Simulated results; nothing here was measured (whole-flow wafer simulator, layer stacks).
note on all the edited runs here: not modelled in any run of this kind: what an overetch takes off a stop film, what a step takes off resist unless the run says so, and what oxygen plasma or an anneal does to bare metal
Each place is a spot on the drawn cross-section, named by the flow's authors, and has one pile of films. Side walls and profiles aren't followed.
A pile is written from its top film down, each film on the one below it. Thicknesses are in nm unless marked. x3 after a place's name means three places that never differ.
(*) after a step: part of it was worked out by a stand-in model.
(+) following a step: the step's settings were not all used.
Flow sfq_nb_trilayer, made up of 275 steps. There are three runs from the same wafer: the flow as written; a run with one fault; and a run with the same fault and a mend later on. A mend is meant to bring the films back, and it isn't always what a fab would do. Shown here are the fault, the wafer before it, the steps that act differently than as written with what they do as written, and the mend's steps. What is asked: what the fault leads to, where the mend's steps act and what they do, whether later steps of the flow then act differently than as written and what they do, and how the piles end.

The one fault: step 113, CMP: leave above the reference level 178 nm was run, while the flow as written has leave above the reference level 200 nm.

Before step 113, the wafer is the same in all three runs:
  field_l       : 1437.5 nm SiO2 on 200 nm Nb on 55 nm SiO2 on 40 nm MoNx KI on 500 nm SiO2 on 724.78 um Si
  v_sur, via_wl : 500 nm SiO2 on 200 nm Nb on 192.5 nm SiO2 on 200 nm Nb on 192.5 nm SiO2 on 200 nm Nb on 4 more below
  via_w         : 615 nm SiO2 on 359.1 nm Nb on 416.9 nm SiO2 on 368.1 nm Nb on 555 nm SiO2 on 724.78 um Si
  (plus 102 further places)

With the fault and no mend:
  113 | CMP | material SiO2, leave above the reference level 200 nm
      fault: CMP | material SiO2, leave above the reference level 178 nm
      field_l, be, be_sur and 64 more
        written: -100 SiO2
        fault: -122 SiO2
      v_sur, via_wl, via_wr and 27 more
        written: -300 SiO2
        fault: -322 SiO2
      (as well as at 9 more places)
  Later steps of the flow acting differently than as written (3 other steps are not shown; they differ only slightly, by no more than 2% or 0.5 nm, whichever is larger):
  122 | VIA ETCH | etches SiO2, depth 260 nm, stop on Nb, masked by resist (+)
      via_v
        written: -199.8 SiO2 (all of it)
        fault: -177.8 SiO2 (all of it)
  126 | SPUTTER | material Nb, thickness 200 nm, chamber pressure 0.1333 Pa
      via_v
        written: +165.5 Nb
        fault: +170.3 Nb
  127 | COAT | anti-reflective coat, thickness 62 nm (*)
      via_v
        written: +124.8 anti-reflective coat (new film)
        fault: +119.8 anti-reflective coat (new film)
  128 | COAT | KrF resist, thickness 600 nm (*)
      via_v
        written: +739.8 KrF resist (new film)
        fault: +721.6 KrF resist (new film)
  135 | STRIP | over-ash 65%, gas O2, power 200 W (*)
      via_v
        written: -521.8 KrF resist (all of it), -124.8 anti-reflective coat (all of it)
        fault: -503.7 KrF resist (all of it), -119.8 anti-reflective coat (all of it)
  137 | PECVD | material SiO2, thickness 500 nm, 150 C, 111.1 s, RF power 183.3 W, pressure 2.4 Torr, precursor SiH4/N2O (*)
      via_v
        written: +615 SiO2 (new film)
        fault: +588.2 SiO2 (new film)
  The piles end different from the flow's at v_sur, via_wl, via_w and 29 more by more than 2% or 0.5 nm, whichever is larger.
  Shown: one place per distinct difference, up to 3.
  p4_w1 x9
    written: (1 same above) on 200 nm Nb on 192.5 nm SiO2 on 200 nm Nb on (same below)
    fault: (1 same above) on 200 nm Nb on 170.5 nm SiO2 on 200 nm Nb on (same below)
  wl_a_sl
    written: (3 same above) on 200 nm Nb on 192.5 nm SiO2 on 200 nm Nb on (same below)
    fault: (3 same above) on 200 nm Nb on 170.5 nm SiO2 on 200 nm Nb on (same below)
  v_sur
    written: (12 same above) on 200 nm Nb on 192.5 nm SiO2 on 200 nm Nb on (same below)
    fault: (12 same above) on 200 nm Nb on 170.5 nm SiO2 on 200 nm Nb on (same below)

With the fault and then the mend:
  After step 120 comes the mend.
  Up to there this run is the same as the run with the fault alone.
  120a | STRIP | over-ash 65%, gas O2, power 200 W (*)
      field_l, v_sur, via_wl and 102 more
        -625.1 KrF resist (all of it), -62 anti-reflective coat (all of it)
      via_v
        -62 anti-reflective coat (all of it)
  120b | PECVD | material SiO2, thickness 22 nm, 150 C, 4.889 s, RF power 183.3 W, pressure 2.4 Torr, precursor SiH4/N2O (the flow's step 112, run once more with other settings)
      field_l, v_sur, via_wl and 103 more
        +22 SiO2
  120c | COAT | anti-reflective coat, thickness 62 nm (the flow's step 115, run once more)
      field_l, v_sur, via_wl and 103 more
        +62 anti-reflective coat (new film)
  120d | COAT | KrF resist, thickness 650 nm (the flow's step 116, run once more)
      field_l, v_sur, via_wl and 103 more
        +650 KrF resist (new film)
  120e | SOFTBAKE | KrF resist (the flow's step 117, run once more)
      alters no film at any place that is followed
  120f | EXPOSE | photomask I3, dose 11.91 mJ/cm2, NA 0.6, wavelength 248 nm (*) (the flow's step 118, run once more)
      alters no film at any place that is followed
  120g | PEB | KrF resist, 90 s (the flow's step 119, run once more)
      field_l, v_sur, via_wl and 103 more
        -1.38 KrF resist
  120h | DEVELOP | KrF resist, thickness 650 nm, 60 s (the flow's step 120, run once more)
      field_l, v_sur, via_wl and 102 more
        -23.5 KrF resist
      via_v
        -648.6 KrF resist (all of it)
  Later steps of the flow that are run all act as written at every place that is followed, up to a difference of at most 2% or 0.5 nm, whichever is larger.
  At every place that both follow, the piles at the end match the flow's.
